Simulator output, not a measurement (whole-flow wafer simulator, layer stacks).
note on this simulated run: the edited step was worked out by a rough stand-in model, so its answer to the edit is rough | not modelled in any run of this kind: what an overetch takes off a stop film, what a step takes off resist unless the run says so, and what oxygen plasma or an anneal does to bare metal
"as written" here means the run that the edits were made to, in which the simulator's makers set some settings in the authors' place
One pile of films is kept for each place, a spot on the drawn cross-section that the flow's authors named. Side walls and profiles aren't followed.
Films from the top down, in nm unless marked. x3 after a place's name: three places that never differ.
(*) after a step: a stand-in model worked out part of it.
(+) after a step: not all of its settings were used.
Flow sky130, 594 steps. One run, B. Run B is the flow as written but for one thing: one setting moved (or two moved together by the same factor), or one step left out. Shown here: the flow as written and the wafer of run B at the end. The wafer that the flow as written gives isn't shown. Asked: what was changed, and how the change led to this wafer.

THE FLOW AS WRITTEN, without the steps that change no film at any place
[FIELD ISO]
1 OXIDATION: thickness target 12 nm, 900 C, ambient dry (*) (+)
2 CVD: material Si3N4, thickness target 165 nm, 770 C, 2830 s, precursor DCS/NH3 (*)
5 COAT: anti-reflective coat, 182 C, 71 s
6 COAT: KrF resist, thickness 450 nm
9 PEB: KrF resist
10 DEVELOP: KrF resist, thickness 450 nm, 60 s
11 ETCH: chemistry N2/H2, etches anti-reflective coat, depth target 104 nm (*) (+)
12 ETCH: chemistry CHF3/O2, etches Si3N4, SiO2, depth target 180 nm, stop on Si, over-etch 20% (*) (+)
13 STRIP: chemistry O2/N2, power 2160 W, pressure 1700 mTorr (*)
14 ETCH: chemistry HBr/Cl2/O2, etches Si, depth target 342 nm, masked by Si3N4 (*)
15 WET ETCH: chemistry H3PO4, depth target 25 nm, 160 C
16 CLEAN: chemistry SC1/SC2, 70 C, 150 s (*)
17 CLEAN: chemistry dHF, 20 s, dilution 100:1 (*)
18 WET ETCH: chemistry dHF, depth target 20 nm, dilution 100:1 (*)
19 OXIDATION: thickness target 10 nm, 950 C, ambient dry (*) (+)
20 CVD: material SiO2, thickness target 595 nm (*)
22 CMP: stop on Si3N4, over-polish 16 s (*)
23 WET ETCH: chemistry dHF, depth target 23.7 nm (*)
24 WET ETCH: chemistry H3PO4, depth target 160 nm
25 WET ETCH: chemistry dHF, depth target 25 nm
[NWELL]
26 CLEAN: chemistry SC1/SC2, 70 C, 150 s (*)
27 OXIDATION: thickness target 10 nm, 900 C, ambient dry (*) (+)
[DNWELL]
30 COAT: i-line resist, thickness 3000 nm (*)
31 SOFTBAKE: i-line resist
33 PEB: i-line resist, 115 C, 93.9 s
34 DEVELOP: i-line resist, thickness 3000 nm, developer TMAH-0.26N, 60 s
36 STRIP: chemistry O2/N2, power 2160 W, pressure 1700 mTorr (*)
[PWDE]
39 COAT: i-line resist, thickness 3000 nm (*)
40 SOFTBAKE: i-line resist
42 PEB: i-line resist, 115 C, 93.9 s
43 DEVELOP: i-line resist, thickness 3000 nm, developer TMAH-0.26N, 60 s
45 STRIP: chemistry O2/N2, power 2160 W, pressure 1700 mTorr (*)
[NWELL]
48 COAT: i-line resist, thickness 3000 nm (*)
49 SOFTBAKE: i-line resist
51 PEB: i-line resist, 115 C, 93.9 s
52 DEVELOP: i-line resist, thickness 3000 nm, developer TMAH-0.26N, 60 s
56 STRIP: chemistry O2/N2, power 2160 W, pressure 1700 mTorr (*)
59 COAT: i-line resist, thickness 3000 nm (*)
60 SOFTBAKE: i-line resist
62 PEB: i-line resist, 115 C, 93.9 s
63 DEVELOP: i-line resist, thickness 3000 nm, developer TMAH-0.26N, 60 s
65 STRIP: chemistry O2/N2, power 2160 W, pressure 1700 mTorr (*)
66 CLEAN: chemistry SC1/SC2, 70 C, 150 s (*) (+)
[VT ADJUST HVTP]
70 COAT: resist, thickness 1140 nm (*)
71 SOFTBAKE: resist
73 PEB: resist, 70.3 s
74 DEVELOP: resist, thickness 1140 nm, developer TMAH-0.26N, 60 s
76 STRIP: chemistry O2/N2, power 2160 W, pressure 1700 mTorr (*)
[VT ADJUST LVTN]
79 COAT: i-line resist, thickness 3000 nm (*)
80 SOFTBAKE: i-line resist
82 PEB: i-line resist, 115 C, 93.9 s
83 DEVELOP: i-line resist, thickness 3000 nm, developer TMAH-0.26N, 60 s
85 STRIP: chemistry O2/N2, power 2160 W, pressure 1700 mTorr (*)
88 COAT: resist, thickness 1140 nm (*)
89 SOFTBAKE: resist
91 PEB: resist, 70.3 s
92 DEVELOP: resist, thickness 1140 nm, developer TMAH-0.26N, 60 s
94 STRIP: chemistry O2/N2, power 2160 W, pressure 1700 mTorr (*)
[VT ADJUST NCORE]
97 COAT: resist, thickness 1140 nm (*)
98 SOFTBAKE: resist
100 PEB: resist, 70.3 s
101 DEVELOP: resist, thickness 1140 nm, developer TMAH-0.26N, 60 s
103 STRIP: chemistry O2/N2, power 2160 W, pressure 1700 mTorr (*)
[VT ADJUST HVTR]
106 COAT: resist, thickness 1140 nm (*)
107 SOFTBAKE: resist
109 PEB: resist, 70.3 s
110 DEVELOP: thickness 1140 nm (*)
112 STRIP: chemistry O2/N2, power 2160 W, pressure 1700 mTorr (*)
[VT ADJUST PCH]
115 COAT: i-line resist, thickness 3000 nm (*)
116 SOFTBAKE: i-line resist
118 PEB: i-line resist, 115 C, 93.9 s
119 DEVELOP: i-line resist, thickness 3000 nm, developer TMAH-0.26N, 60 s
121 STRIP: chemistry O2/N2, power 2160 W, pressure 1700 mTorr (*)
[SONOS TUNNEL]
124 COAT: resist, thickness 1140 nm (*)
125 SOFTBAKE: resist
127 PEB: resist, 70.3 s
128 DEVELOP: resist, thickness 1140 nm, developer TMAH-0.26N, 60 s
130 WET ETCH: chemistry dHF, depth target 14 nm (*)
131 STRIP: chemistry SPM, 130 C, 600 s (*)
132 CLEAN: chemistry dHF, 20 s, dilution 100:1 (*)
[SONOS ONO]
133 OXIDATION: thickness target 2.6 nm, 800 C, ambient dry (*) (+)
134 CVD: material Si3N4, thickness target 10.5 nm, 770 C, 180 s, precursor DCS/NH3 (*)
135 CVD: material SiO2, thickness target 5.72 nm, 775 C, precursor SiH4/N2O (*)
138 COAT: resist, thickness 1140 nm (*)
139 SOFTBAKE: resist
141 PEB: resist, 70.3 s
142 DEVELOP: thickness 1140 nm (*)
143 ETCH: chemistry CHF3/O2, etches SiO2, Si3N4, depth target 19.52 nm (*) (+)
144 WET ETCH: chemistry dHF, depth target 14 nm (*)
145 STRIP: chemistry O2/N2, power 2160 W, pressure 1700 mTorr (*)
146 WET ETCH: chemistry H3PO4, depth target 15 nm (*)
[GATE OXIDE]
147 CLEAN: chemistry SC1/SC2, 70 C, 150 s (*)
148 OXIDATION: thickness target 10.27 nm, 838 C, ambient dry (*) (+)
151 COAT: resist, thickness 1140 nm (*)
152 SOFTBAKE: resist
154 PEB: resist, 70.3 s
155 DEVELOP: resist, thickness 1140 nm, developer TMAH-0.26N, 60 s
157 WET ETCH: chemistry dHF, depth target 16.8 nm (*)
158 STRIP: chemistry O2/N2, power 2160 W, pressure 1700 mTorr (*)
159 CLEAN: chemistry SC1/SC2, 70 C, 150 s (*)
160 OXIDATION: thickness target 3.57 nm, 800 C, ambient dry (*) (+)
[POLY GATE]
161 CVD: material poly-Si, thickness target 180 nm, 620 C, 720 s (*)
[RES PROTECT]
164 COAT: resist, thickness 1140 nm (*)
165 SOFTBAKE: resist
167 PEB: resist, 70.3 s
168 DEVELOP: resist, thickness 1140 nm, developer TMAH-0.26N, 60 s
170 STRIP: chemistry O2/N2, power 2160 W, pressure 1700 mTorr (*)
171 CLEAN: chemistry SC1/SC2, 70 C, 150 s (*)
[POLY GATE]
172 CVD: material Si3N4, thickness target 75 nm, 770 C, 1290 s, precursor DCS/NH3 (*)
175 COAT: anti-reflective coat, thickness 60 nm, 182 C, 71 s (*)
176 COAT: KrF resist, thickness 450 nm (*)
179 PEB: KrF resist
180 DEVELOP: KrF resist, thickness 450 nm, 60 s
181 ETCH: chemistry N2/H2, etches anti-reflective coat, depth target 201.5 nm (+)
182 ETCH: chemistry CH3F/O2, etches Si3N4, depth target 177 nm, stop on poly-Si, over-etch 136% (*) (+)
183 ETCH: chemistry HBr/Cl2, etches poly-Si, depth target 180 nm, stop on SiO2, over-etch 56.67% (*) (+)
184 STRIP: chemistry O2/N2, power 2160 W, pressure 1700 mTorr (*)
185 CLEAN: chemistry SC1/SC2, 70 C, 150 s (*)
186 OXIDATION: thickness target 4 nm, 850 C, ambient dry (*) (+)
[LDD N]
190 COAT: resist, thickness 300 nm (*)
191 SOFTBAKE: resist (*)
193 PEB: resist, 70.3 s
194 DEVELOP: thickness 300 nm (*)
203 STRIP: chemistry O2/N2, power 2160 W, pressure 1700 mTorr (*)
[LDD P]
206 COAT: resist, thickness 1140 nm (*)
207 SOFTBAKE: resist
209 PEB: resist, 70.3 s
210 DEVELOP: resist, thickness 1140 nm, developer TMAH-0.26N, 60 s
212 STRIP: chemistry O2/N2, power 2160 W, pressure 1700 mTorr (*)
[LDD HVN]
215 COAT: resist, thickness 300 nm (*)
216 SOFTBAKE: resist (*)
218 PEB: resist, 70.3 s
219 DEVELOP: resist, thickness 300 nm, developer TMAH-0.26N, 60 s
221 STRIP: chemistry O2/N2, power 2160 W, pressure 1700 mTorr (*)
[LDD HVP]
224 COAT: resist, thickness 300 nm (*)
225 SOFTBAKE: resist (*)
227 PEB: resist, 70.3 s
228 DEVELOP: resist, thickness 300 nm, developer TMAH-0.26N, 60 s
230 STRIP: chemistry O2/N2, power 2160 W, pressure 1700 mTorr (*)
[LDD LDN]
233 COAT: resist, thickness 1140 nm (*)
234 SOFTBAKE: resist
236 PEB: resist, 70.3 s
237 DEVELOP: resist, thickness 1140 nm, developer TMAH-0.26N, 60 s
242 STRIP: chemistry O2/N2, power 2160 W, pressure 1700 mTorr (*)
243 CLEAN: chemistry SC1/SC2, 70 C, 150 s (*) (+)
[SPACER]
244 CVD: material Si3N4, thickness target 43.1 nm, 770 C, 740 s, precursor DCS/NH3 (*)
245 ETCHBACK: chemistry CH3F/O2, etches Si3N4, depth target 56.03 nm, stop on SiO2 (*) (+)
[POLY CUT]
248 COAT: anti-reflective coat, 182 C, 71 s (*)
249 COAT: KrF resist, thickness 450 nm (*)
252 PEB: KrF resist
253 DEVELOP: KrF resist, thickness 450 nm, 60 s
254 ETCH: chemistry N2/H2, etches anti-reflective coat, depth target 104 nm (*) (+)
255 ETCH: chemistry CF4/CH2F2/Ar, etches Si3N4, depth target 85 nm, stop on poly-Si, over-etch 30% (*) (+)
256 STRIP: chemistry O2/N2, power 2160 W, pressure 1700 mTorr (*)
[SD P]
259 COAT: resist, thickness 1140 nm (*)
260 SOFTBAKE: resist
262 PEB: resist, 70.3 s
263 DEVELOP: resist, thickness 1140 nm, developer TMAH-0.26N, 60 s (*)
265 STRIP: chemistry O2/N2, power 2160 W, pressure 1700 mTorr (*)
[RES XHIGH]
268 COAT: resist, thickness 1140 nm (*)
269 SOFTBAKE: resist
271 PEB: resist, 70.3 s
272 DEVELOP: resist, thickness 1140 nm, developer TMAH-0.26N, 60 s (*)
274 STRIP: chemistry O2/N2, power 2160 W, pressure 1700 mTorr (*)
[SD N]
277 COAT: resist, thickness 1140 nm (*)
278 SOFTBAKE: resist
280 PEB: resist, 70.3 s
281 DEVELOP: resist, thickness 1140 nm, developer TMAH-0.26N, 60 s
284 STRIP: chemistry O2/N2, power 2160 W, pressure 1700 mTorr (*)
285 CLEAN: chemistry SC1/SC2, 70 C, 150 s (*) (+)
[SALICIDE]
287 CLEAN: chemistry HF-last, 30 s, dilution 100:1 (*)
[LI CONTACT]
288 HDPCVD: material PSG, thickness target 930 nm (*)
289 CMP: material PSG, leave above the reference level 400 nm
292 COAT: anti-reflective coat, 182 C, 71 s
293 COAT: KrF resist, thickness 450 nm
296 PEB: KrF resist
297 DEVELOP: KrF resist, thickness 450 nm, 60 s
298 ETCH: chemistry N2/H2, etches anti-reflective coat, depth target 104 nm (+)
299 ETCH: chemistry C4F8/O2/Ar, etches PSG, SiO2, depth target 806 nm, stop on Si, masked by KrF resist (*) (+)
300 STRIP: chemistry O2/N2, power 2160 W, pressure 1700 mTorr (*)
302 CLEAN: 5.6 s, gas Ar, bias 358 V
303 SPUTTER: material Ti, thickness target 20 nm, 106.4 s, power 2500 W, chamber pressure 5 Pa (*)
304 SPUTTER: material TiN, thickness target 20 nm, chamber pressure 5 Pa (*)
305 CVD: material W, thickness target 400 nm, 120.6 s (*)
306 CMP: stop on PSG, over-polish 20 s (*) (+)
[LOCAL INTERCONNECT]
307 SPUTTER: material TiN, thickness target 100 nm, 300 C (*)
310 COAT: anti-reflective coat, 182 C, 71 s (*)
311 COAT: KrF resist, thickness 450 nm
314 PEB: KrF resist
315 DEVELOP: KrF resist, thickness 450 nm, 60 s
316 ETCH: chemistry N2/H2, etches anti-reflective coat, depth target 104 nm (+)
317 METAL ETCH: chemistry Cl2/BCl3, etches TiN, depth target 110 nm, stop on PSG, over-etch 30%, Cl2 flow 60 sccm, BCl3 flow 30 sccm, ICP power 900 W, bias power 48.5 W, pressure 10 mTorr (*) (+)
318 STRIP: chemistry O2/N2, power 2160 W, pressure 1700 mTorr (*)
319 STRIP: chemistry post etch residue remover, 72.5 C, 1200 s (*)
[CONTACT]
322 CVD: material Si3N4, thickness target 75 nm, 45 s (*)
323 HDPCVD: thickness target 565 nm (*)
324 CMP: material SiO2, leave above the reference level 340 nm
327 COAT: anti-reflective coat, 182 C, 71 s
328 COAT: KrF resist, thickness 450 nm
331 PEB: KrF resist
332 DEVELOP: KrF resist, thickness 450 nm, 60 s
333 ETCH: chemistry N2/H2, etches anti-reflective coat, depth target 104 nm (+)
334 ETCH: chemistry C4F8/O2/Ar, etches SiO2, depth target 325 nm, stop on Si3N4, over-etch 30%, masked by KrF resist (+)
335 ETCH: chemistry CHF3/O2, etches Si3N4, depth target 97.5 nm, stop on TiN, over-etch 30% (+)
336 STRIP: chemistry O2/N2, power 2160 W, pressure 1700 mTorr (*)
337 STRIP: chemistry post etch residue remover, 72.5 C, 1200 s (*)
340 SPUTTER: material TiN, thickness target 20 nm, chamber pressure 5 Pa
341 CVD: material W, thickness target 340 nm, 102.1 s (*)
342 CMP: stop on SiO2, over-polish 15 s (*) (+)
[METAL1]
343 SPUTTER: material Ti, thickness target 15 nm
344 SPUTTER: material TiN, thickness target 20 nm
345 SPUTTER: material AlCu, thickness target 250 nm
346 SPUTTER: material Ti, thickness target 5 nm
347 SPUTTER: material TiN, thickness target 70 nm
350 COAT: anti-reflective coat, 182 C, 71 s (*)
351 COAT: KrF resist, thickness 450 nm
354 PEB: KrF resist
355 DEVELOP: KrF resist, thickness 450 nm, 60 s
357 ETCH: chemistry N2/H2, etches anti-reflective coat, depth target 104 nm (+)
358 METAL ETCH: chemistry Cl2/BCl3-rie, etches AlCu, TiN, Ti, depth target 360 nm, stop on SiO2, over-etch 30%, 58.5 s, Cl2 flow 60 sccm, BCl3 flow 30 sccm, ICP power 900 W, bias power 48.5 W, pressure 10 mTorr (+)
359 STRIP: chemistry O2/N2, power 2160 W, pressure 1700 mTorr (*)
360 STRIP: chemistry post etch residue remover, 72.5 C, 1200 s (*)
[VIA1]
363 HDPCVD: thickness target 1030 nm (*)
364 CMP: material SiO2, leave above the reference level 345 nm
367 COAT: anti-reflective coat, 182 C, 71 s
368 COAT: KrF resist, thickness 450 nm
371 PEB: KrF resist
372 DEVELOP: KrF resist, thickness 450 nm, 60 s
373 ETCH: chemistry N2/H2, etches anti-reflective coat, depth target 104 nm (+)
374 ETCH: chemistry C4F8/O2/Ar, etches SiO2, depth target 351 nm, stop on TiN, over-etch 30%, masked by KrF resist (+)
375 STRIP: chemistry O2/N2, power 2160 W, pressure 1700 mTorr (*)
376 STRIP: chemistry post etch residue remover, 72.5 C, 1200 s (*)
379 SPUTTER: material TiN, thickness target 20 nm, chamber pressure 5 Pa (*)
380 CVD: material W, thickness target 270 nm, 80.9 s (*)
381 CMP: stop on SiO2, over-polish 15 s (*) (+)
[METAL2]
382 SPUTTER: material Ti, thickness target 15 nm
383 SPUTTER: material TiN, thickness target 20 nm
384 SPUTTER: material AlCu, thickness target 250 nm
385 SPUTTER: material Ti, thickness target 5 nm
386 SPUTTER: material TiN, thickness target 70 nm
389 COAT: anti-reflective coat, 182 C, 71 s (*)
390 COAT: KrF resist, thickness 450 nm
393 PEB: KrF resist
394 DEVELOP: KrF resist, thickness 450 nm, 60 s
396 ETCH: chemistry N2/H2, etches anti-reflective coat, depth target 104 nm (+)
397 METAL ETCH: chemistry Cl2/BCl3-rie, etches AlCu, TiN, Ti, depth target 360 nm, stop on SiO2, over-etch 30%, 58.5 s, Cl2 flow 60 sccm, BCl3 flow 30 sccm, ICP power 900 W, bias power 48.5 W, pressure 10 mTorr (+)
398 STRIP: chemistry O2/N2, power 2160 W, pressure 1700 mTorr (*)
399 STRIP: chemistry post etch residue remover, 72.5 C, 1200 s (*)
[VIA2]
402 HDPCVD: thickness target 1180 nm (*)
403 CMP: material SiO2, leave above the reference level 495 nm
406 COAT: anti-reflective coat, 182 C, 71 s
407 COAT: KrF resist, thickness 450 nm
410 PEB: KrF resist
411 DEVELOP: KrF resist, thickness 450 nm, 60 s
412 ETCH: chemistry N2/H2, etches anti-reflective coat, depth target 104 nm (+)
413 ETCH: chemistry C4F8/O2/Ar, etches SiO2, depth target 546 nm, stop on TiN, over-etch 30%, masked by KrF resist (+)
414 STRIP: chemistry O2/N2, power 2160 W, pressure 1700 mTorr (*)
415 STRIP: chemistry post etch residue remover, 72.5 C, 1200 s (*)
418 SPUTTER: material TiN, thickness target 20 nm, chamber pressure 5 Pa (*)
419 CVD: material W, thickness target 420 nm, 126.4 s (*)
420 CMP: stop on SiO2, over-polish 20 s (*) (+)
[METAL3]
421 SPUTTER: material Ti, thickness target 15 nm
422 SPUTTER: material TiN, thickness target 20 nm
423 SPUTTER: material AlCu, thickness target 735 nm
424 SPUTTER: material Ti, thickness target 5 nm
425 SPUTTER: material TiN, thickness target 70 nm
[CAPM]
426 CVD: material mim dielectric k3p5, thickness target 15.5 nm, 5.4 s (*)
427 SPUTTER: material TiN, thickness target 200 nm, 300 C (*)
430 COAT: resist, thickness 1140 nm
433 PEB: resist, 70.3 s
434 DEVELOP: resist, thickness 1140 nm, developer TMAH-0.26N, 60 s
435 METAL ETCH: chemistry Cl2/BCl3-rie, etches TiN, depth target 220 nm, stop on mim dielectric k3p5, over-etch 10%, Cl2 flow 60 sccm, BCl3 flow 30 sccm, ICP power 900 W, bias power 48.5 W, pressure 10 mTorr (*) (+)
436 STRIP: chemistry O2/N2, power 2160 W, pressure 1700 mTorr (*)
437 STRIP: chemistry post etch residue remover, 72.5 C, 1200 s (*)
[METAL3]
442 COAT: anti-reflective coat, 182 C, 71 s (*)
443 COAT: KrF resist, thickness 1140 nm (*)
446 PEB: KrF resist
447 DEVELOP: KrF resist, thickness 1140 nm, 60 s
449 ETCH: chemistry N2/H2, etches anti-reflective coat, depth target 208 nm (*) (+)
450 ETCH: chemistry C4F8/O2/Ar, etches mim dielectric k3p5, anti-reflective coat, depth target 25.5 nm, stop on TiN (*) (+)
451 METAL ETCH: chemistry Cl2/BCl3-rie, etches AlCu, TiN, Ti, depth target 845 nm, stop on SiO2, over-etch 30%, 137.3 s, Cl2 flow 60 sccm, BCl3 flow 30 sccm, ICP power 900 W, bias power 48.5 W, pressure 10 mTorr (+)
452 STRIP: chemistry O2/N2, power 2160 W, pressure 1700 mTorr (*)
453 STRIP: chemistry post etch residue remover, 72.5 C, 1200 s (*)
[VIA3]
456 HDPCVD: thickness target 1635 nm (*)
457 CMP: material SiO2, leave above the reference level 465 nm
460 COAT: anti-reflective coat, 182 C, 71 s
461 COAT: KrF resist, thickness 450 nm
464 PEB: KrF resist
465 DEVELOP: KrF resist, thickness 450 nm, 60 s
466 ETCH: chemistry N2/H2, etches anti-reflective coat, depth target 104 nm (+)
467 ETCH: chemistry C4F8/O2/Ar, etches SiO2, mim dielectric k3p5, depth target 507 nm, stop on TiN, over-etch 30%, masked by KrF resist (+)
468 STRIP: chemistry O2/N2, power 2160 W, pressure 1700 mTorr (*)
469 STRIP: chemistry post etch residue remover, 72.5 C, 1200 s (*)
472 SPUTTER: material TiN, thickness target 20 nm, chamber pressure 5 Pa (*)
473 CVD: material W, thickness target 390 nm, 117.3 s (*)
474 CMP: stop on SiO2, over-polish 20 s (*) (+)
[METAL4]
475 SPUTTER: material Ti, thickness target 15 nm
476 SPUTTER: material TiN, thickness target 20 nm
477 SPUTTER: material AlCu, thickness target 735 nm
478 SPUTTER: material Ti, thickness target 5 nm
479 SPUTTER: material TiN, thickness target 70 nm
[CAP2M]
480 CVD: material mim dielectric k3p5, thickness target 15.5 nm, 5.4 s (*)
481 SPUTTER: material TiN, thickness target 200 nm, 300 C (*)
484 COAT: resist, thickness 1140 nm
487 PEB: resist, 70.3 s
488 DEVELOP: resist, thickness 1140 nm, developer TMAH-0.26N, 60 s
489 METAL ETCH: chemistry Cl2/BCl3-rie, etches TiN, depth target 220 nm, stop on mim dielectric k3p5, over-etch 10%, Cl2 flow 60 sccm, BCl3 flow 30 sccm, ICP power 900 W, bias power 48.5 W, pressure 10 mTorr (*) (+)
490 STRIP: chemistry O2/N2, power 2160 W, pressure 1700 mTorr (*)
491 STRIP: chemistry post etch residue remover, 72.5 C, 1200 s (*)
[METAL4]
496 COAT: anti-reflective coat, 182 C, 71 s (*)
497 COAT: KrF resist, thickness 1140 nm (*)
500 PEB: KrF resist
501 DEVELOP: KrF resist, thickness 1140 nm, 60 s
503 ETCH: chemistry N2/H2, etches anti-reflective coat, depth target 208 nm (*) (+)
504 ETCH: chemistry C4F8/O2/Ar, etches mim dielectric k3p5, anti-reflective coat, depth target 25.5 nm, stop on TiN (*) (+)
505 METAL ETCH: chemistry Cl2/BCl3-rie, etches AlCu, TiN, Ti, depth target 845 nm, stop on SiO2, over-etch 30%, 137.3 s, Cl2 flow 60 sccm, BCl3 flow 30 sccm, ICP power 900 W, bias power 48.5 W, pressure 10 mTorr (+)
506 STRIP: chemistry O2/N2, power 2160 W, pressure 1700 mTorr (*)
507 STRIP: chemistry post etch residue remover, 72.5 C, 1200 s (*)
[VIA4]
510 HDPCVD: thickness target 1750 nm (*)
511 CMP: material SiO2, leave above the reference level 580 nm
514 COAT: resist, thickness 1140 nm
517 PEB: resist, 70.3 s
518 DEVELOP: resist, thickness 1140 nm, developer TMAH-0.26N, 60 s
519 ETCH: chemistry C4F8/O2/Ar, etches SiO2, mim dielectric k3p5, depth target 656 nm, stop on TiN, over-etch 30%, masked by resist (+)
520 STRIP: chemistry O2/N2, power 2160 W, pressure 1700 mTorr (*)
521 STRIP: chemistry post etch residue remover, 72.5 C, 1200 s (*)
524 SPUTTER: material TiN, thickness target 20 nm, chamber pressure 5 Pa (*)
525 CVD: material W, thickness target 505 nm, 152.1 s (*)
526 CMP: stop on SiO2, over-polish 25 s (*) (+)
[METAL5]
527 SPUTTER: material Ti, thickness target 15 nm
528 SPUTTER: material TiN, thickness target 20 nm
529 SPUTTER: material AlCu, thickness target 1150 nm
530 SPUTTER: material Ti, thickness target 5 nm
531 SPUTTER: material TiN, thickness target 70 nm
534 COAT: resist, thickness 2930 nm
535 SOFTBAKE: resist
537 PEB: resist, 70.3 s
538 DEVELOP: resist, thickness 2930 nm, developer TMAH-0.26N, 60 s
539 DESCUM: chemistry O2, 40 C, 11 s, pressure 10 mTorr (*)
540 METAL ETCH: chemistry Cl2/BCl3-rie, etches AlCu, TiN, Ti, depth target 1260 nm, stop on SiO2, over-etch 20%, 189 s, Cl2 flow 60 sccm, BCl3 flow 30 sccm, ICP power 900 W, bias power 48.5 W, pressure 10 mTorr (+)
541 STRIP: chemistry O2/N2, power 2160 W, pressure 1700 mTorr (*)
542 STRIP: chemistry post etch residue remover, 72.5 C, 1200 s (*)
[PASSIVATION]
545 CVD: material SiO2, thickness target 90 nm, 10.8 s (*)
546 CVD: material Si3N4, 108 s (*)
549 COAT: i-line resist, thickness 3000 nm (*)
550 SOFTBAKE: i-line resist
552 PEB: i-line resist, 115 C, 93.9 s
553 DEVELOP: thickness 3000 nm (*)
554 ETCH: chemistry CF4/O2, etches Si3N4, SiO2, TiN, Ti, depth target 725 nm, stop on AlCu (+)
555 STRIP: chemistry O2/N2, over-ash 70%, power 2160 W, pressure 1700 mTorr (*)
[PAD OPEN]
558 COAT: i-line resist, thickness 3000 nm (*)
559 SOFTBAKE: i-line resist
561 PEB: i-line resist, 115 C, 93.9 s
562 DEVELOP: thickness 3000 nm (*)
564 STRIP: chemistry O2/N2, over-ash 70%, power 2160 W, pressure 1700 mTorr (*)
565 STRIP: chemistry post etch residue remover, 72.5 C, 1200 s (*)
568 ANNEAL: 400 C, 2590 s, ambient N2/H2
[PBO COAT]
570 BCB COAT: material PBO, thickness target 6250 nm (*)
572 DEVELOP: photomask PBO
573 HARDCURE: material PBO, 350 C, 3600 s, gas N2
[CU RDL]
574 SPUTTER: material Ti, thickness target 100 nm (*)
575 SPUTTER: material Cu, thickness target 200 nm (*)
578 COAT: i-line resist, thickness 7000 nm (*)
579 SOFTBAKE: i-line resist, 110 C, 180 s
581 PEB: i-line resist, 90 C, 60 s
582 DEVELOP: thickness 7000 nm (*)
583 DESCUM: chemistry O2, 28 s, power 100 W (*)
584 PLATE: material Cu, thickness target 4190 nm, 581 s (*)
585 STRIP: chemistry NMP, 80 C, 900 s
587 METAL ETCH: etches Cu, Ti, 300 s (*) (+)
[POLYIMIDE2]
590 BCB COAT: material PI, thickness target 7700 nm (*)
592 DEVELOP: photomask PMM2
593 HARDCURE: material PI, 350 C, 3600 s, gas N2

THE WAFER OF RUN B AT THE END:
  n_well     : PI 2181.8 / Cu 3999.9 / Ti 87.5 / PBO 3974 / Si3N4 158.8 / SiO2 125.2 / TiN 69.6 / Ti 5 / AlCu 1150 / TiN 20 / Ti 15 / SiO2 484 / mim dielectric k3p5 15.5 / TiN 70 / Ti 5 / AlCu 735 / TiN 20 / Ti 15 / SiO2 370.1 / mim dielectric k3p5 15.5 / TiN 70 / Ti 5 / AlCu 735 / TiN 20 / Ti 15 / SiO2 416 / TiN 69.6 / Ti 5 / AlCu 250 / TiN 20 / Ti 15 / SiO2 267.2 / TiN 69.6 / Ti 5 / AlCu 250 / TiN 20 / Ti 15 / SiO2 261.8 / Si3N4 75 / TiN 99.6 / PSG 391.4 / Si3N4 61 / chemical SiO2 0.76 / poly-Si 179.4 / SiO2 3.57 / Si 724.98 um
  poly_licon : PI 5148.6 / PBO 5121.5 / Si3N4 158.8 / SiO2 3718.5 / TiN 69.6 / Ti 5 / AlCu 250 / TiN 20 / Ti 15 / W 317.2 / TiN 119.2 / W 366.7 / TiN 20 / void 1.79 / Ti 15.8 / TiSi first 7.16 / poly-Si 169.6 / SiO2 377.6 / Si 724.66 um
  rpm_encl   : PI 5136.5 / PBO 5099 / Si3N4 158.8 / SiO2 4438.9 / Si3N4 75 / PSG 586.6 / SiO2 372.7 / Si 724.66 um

The cause: step 574, SPUTTER: thickness target 87.5 nm was run, where the flow has thickness target 100 nm.
It can be read off the wafer: n_well has Ti 87.5, and step 574 as written asks for 100 nm.

How the change led to this, step by step:
  574 SPUTTER: material Ti, thickness target 100 nm (*)
      field, active, n_well and 190 more: Ti +87.5 (new film) (as written it would be: Ti +100 (new film))
  587 METAL ETCH: etches Cu, Ti, 300 s (*) (+)
      field, active, gate and 167 more: Cu -200 (all of it), Ti -87.5 (all of it) (as written it would be: Cu -200 (all of it), Ti -100 (all of it))
  590 BCB COAT: material PI, thickness target 7700 nm (*)
      de16_gate_nw: PI +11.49 um (new film) (as written it would be: PI +11.5 um (new film))
